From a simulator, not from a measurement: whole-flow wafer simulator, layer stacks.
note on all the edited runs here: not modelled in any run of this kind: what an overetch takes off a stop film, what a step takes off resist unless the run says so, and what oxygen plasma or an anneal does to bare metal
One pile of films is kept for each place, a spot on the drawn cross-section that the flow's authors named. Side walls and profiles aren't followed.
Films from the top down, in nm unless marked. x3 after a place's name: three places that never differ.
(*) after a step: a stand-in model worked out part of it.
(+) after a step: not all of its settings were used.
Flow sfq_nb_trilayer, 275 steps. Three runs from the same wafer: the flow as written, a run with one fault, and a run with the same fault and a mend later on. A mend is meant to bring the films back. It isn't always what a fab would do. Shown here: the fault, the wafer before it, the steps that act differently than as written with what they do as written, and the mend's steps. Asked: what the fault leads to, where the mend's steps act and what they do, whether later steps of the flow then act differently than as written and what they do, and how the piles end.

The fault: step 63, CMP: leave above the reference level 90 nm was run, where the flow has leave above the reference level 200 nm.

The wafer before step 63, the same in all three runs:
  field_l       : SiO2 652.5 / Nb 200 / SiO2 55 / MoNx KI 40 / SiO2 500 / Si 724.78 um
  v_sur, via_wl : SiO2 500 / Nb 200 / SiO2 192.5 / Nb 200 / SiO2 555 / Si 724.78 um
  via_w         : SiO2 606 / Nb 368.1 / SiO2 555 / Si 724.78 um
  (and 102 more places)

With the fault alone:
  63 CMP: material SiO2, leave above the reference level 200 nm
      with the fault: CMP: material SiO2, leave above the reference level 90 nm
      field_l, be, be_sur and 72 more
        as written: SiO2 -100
        with the fault: SiO2 -210
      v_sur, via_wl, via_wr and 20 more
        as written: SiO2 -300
        with the fault: SiO2 -410
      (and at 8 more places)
  Later steps of the flow that act differently than as written (3 more steps differ only slightly, by at most 2% or 0.5 nm, whichever is larger, and aren't shown):
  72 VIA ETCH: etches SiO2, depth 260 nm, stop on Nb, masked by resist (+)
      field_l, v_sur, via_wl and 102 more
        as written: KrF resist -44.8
        with the fault: KrF resist -23.2
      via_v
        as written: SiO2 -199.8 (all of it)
        with the fault: SiO2 -89.8 (all of it)
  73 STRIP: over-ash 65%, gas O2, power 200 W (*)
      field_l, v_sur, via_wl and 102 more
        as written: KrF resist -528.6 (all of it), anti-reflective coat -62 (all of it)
        with the fault: KrF resist -550.2 (all of it), anti-reflective coat -62 (all of it)
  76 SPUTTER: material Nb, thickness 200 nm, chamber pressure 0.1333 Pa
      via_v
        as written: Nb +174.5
        with the fault: Nb +195.8
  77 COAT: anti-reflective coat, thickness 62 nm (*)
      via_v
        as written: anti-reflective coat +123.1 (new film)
        with the fault: anti-reflective coat +98.1 (new film)
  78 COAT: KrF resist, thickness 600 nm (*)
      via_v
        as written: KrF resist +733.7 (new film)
        with the fault: KrF resist +644.5 (new film)
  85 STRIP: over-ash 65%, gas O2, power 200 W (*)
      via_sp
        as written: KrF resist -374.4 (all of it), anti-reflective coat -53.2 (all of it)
        with the fault: KrF resist -382.6 (all of it), anti-reflective coat -53.9 (all of it)
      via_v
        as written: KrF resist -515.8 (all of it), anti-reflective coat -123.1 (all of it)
        with the fault: KrF resist -426.8 (all of it), anti-reflective coat -98.1 (all of it)
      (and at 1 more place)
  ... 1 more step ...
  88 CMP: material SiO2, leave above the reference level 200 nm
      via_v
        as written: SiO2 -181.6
        with the fault: SiO2 -206.8
  At the end the piles differ from the flow's by more than 2% or 0.5 nm, whichever is larger, at field_l, v_sur, via_wl and 103 more.
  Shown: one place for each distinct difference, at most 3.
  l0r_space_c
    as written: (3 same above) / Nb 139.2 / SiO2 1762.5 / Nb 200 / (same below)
    with the fault: (3 same above) / Nb 139.2 / SiO2 1652.5 / Nb 200 / (same below)
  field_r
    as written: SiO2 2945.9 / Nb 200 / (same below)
    with the fault: SiO2 2835.9 / Nb 200 / (same below)
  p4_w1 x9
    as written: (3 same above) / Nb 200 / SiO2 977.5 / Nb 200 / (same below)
    with the fault: (3 same above) / Nb 200 / SiO2 867.5 / Nb 200 / (same below)

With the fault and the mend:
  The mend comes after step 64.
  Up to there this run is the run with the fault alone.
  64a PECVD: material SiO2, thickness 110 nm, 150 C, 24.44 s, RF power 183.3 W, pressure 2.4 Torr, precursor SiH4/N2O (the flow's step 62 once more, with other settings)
      field_l, v_sur, via_wl and 103 more
        SiO2 +110
  No later step of the flow acts differently than as written, at any place that is followed, by more than 2% or 0.5 nm, whichever is larger.
  At the end the piles are the same as the flow's at every place that both follow.
